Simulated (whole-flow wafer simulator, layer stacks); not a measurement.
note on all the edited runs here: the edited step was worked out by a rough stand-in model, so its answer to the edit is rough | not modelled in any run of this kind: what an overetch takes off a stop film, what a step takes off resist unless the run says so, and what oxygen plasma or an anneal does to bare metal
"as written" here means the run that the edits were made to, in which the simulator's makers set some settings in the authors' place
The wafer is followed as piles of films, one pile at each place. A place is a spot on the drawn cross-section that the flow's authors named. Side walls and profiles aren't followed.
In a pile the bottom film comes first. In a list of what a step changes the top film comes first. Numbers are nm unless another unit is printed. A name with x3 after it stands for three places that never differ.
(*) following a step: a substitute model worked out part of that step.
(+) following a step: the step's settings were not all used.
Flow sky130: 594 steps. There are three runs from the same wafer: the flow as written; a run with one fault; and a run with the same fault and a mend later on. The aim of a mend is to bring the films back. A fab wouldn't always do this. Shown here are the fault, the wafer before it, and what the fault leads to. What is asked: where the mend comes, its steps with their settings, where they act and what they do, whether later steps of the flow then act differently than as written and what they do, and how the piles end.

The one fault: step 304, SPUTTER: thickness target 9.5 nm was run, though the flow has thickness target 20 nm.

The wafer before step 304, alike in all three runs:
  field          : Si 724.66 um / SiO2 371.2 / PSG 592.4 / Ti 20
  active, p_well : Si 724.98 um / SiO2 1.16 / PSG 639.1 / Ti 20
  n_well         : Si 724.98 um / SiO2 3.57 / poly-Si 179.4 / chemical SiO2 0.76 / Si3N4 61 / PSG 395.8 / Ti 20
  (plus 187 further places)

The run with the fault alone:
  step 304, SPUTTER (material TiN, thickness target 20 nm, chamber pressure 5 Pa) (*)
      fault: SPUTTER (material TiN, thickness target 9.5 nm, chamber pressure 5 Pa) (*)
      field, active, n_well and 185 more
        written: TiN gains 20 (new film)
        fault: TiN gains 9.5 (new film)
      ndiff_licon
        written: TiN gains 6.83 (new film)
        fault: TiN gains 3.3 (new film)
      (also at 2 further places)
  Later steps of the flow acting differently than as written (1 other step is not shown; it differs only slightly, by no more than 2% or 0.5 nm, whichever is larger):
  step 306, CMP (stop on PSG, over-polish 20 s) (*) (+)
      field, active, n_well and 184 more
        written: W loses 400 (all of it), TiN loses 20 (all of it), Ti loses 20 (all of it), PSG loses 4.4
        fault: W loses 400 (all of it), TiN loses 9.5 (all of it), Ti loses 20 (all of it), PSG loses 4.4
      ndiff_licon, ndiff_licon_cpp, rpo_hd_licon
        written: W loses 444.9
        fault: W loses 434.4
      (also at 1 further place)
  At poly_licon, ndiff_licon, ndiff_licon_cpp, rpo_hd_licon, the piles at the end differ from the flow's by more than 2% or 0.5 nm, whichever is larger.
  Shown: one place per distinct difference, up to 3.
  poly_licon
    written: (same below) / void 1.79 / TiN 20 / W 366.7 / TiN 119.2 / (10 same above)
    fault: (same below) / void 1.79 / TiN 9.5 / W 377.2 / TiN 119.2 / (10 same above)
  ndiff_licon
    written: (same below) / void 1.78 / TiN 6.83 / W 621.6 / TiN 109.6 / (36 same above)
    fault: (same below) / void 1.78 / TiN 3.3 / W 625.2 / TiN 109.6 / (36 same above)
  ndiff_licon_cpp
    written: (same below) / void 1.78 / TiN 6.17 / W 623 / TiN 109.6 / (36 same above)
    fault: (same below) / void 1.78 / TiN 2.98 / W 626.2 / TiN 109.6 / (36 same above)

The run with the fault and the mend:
  The mend stands after step 304.
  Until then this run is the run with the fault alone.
  step 304a, SPUTTER (material TiN, thickness target 10.5 nm, chamber pressure 5 Pa) (*) (the flow's step 304, run once more with other settings)
      field, active, n_well and 185 more
        TiN gains 10.5
      ndiff_licon
        TiN gains 3.53
      ndiff_licon_cpp
        TiN gains 3.19
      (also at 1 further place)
  Every later step of the flow that is run acts as written, at every place that is followed, to within 2% or 0.5 nm, whichever is larger.
  The piles end only slightly different from the flow's at the places that both follow, by no more than 2% or 0.5 nm, whichever is larger.
